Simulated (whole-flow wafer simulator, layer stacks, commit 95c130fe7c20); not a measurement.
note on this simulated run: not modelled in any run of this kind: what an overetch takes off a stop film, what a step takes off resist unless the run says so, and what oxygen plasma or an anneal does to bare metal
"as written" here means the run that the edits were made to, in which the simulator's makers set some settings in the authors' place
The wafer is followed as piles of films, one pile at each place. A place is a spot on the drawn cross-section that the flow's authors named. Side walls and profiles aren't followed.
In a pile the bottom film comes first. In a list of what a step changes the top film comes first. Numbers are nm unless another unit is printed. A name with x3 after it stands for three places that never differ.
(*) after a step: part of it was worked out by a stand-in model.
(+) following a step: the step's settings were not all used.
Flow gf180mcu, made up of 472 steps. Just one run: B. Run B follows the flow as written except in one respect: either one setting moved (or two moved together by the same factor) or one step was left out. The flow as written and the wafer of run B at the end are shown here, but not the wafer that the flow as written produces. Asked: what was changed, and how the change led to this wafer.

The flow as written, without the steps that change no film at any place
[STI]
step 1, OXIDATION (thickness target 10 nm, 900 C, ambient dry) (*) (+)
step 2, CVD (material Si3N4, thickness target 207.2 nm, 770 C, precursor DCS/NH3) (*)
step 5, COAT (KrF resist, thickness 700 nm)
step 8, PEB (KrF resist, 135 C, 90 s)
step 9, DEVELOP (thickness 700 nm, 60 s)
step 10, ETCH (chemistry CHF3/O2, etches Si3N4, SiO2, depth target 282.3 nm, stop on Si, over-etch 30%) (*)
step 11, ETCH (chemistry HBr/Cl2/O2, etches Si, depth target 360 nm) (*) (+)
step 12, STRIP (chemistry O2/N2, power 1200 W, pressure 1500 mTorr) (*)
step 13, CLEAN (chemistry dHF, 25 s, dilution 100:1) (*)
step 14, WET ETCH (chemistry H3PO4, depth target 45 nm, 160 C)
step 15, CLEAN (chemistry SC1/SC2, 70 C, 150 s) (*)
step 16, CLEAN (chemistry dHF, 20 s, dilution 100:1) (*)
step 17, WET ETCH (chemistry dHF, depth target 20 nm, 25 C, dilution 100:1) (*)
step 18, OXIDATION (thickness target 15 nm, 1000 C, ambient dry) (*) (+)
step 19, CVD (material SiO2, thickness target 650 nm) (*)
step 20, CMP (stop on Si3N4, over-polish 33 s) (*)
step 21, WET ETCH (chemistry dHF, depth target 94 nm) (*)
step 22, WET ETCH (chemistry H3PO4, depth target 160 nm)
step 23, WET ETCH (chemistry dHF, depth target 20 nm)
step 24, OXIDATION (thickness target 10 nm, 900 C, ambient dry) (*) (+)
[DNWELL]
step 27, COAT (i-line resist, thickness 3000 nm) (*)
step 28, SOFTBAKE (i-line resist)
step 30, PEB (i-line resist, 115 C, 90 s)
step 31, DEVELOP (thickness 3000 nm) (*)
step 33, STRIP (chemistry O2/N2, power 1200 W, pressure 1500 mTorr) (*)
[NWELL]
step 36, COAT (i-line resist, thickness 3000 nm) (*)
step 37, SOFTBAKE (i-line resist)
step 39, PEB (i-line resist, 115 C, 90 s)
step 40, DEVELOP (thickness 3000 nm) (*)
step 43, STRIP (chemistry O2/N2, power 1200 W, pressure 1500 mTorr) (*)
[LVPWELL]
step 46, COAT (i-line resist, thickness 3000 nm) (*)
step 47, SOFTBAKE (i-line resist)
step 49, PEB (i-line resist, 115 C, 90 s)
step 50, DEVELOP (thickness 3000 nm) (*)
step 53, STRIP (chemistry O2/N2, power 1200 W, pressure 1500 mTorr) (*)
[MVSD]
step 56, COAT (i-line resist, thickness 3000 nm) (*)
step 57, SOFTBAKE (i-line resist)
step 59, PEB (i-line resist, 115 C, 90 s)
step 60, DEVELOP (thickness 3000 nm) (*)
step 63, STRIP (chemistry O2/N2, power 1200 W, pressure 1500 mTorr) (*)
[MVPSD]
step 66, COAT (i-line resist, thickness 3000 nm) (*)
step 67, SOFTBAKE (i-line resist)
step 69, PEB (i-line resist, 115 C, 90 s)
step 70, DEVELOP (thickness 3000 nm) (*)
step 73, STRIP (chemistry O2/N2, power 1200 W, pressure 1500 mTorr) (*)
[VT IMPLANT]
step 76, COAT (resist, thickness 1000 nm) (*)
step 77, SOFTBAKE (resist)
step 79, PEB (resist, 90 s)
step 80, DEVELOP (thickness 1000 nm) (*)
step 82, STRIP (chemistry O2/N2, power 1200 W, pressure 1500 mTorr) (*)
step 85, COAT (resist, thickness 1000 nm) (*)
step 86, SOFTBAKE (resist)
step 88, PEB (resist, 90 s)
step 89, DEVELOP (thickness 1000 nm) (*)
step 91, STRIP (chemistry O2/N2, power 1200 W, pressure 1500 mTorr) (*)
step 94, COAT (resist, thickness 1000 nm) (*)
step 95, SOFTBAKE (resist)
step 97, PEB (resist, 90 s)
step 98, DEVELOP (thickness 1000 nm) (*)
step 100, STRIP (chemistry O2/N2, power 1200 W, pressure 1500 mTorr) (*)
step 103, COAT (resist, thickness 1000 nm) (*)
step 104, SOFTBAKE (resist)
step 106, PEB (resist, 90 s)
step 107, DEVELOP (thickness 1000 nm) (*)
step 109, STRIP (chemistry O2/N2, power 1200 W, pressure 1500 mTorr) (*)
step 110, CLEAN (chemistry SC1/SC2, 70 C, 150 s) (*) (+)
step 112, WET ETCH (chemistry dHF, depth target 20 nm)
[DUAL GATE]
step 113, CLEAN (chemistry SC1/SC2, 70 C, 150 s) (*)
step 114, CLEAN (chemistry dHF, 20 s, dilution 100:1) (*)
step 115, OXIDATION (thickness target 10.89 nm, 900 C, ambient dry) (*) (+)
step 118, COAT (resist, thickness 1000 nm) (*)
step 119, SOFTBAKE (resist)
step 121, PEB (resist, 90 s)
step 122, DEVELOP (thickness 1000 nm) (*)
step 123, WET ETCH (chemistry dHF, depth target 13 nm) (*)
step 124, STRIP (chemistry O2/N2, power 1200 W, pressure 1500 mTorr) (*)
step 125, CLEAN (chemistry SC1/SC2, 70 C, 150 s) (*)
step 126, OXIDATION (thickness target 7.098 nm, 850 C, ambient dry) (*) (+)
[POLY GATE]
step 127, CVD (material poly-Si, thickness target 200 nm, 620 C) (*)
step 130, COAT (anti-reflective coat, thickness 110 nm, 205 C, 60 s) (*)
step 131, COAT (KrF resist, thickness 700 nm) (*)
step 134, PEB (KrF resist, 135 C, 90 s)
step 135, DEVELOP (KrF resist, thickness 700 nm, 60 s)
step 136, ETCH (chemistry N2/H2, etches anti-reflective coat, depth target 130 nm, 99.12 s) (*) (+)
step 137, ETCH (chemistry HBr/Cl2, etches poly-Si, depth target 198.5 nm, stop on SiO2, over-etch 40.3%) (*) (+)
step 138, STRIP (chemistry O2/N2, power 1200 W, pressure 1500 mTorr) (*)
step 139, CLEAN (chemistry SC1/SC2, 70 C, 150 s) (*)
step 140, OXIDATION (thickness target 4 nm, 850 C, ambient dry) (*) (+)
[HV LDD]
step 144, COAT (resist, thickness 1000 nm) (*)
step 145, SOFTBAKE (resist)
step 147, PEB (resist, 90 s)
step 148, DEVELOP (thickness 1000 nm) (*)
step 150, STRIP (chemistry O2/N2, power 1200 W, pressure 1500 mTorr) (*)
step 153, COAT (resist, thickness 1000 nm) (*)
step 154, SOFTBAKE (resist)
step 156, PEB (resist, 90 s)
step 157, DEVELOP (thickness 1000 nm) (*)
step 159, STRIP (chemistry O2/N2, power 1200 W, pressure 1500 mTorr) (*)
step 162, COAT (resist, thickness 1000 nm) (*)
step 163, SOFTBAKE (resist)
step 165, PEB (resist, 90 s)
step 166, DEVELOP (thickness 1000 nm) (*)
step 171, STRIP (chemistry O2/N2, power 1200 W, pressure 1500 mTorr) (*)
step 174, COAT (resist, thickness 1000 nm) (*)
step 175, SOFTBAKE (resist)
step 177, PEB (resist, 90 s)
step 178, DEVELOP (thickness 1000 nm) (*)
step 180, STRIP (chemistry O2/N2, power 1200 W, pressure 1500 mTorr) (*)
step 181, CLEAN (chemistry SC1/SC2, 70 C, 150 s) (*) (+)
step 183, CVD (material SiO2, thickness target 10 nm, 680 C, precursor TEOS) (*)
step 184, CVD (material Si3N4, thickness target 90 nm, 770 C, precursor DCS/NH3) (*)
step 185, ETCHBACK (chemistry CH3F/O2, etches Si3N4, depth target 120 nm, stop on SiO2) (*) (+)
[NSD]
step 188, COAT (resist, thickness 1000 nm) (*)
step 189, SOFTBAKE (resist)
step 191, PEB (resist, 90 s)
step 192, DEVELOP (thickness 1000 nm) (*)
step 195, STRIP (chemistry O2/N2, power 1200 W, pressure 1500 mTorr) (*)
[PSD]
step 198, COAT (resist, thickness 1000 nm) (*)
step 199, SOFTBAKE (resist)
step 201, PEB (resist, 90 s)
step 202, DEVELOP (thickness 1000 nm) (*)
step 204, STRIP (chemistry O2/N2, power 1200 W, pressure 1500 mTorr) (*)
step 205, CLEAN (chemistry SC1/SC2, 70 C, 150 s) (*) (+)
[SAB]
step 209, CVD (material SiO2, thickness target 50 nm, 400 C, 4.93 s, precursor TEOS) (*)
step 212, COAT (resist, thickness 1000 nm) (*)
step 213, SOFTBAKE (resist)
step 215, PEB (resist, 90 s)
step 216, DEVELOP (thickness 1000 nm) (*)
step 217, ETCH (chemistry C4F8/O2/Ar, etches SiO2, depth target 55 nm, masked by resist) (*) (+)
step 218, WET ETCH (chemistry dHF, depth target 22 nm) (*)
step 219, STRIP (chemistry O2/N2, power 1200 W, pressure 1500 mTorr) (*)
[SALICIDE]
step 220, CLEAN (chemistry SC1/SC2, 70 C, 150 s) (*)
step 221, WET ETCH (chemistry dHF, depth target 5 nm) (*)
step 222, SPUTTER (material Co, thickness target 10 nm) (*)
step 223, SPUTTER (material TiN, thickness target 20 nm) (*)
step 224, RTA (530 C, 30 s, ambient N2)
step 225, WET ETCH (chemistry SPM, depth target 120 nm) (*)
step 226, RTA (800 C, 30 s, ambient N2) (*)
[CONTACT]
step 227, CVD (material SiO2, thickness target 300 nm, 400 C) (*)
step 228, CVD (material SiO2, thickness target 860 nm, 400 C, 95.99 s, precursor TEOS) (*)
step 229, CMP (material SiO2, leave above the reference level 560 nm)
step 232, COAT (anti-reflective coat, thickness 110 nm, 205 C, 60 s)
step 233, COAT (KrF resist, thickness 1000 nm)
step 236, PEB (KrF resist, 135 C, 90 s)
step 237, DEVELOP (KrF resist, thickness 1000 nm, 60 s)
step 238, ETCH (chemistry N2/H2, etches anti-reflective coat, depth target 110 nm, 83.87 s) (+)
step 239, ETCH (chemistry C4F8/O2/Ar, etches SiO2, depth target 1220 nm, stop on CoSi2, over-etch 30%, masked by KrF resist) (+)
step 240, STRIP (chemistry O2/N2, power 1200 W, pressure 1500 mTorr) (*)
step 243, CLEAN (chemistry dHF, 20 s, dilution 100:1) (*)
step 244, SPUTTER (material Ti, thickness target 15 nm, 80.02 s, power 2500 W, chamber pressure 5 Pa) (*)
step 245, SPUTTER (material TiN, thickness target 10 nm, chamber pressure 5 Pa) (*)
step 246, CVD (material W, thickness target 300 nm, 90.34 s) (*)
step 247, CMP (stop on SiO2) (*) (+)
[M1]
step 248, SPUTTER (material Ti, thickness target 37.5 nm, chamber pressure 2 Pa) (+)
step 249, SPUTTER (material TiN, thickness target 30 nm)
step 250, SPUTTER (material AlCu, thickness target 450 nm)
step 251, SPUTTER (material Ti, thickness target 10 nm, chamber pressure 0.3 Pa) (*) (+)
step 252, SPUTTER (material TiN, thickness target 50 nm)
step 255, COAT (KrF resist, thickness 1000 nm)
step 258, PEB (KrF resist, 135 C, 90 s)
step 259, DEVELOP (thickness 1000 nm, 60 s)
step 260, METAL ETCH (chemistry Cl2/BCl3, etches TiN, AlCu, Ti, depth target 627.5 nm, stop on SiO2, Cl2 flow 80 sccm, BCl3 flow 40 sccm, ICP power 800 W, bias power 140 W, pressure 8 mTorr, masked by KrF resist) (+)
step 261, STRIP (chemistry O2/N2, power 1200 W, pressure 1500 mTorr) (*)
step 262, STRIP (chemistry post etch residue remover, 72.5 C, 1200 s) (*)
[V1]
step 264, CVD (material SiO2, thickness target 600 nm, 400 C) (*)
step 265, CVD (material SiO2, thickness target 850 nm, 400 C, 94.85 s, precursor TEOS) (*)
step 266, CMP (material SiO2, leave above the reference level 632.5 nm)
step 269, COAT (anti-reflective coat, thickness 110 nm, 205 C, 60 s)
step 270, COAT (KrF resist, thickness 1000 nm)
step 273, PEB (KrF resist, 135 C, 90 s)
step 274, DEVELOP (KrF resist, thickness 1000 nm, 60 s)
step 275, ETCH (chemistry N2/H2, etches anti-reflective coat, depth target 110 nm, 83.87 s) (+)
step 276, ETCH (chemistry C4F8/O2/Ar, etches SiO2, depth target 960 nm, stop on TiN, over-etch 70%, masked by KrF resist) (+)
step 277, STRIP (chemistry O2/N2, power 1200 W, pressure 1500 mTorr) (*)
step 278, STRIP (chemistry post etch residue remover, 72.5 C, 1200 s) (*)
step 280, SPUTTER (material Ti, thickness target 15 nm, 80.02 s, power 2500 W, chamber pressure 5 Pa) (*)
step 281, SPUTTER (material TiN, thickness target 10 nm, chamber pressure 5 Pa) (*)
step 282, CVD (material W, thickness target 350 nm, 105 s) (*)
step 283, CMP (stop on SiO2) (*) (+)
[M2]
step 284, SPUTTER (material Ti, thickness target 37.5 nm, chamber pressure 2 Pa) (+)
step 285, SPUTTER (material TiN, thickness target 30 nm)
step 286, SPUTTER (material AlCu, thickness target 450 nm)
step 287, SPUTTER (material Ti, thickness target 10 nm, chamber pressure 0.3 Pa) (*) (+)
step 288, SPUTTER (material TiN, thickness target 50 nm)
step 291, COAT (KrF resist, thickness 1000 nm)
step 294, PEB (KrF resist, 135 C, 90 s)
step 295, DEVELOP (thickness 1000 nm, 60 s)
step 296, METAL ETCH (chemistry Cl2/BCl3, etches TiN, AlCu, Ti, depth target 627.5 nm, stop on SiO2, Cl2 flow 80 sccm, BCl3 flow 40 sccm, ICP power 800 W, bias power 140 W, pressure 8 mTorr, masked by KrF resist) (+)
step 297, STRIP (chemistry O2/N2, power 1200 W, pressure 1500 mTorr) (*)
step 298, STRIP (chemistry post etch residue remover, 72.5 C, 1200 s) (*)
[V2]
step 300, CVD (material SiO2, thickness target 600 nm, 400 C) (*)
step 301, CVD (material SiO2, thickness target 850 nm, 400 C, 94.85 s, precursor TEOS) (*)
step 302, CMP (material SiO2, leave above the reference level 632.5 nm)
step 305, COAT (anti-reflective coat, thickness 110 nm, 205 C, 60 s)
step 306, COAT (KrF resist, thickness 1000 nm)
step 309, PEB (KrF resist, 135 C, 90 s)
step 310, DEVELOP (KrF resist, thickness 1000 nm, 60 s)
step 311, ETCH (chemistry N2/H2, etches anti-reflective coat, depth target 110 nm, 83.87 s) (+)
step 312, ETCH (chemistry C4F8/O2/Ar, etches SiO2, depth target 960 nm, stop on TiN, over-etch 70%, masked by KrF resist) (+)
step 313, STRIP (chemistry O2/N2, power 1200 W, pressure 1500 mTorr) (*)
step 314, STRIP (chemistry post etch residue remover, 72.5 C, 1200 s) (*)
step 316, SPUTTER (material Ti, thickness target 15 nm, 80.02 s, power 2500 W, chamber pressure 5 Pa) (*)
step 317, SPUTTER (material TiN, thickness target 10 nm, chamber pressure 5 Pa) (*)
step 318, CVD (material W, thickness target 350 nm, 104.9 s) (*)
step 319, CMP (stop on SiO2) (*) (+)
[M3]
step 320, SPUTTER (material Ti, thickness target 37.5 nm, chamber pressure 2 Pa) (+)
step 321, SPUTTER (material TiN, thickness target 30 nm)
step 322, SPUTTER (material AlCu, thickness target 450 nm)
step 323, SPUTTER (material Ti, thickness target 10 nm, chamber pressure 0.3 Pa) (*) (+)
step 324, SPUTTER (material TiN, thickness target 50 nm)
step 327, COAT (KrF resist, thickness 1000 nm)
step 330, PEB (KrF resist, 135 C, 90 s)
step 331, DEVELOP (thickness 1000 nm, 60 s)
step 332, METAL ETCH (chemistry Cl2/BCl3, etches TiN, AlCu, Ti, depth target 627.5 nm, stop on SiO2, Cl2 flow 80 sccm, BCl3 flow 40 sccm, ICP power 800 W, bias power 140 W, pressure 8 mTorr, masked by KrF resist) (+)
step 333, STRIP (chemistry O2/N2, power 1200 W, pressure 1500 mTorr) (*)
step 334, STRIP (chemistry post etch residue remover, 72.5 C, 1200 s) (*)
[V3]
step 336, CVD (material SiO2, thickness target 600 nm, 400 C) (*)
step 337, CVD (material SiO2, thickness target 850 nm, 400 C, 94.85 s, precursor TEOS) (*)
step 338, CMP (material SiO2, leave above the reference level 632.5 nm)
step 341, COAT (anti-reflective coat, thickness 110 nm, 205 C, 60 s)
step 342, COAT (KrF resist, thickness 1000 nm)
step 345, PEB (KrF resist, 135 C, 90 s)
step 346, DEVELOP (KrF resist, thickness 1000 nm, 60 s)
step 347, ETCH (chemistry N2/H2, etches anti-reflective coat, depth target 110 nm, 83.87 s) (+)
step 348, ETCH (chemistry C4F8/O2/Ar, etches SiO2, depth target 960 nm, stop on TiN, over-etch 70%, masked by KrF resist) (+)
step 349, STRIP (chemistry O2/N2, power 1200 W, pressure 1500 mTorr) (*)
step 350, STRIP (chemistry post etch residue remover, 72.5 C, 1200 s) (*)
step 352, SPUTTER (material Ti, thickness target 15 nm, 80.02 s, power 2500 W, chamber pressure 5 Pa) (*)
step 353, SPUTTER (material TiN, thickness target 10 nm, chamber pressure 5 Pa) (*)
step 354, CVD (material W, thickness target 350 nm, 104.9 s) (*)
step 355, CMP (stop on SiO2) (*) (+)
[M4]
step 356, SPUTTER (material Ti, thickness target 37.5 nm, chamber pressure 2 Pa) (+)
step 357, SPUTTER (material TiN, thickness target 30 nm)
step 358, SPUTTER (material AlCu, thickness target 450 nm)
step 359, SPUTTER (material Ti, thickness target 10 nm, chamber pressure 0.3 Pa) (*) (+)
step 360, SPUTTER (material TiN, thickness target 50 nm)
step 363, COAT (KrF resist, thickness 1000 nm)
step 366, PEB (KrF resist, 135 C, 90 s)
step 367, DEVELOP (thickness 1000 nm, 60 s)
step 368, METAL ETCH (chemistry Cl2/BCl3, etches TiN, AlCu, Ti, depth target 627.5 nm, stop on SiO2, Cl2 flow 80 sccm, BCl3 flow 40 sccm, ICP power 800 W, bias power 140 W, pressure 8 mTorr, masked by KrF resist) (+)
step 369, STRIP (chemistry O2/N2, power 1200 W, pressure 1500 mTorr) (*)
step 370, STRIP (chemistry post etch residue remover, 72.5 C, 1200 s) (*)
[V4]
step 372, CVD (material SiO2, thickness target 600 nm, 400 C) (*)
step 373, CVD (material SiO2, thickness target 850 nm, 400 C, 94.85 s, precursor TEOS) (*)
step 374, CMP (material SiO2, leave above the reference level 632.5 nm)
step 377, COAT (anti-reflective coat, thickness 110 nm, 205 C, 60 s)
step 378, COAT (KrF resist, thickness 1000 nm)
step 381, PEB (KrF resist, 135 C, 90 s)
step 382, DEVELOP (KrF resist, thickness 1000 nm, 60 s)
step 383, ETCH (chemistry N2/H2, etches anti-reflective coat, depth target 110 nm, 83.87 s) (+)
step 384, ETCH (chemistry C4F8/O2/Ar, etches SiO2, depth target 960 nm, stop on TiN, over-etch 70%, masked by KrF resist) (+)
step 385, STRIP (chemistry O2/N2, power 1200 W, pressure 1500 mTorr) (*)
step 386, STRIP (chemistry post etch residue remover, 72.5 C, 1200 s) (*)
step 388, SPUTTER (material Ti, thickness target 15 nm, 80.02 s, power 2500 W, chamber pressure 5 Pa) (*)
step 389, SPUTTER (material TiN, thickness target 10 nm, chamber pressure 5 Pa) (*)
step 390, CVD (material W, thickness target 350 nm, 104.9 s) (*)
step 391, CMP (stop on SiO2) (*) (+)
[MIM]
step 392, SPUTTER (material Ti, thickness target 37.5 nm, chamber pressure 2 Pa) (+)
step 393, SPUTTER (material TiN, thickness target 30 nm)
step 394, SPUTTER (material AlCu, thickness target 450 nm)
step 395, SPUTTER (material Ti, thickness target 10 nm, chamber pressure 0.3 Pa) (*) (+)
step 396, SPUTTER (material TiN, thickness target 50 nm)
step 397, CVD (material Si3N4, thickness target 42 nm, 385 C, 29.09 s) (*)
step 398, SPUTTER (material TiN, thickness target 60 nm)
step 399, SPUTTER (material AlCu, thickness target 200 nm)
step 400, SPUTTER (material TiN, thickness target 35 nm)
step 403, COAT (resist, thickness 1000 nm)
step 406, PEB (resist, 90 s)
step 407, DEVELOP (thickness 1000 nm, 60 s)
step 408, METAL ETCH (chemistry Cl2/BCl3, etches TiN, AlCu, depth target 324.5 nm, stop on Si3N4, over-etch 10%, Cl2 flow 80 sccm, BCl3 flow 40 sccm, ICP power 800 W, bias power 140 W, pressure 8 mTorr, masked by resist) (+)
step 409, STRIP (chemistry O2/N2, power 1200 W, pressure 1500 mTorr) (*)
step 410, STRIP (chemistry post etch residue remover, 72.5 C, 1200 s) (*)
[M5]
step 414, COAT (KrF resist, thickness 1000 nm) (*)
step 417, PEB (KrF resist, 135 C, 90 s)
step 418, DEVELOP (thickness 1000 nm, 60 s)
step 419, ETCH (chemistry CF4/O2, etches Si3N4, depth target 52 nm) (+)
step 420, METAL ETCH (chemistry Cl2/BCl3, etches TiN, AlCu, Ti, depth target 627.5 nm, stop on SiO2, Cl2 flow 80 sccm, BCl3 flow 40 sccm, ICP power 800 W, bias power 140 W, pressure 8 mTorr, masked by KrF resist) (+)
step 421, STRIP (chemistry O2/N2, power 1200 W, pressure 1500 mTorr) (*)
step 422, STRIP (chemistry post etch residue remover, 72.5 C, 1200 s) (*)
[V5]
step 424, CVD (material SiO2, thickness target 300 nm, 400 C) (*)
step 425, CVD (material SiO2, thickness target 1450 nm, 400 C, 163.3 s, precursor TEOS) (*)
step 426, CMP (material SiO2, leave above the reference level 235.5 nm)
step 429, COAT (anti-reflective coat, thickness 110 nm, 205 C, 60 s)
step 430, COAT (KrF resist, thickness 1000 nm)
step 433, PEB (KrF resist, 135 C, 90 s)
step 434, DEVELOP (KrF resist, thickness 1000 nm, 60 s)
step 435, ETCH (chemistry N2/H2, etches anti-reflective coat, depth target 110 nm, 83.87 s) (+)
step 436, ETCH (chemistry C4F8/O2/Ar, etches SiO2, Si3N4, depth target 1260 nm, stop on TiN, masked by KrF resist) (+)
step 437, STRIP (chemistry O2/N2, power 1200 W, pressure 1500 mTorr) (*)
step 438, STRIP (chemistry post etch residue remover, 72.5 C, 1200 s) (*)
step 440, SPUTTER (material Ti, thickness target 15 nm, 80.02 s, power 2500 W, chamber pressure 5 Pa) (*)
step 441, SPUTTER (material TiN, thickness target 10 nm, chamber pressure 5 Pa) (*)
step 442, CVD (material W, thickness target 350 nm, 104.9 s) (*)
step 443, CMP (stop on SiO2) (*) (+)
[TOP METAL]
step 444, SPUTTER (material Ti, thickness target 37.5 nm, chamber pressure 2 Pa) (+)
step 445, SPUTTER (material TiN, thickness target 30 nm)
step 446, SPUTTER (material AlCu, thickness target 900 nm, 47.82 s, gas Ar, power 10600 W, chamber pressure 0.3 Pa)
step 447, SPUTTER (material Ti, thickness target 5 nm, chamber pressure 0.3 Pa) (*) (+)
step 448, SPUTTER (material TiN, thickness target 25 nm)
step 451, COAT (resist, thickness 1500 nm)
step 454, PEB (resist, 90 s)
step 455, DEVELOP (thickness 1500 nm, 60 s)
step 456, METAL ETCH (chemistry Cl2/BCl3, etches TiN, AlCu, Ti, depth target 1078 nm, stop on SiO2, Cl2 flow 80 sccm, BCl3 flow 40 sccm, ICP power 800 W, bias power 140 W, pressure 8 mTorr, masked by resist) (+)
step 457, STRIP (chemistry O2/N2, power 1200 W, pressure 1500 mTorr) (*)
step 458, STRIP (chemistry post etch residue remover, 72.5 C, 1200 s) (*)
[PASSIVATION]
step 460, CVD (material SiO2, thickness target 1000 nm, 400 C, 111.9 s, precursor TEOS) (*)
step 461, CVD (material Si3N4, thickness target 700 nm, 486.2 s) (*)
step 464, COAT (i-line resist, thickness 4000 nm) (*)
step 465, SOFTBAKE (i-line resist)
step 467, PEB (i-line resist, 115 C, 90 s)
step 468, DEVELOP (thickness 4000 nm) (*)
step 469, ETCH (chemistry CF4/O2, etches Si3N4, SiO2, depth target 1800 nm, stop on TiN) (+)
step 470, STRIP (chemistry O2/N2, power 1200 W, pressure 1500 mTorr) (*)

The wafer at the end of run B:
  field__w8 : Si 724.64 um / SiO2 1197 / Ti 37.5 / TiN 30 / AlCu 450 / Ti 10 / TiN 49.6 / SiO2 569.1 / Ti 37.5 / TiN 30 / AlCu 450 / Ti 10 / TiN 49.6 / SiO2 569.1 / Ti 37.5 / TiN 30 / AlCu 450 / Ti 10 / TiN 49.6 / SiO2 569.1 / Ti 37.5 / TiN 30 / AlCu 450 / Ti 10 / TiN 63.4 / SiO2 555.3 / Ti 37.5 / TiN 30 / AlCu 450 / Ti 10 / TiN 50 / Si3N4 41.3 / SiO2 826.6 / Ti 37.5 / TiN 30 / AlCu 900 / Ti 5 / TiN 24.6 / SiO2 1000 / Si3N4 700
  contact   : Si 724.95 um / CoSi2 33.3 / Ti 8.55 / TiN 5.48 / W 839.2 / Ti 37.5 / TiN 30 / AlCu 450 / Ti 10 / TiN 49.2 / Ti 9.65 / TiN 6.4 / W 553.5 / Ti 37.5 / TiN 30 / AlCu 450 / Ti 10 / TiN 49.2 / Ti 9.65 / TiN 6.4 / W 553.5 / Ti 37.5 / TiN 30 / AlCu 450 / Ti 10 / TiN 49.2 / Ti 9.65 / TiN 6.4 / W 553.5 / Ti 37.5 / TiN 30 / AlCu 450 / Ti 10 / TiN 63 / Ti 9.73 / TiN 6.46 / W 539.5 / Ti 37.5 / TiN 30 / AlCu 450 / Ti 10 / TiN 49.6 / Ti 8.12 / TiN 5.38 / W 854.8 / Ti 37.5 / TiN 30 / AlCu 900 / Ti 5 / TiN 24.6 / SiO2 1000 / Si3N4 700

Cause: step 360, SPUTTER: thickness target 63.86 nm was run, whereas the flow has thickness target 50 nm.

Step by step, how the change led to this:
  step 360, SPUTTER (material TiN, thickness target 50 nm)
      field, field__w1, field__w2 and 108 more: +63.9 TiN (new film) (as written it would have been: +50 TiN (new film))
  step 368, METAL ETCH (chemistry Cl2/BCl3, etches TiN, AlCu, Ti, depth target 627.5 nm, stop on SiO2, Cl2 flow 80 sccm, BCl3 flow 40 sccm, ICP power 800 W, bias power 140 W, pressure 8 mTorr, masked by KrF resist) (+)
      field, field__w1, field__w2 and 103 more: -63.9 TiN (all of it), -10 Ti (all of it), -450 AlCu (all of it), -30 TiN (all of it), -37.5 Ti (all of it) (as written it would have been: -50 TiN (all of it), -10 Ti (all of it), -450 AlCu (all of it), -30 TiN (all of it), -37.5 Ti (all of it))
  step 384, ETCH (chemistry C4F8/O2/Ar, etches SiO2, depth target 960 nm, stop on TiN, over-etch 70%, masked by KrF resist) (+)
      contact: -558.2 SiO2 (all of it) (as written it would have been: -572.1 SiO2 (all of it))
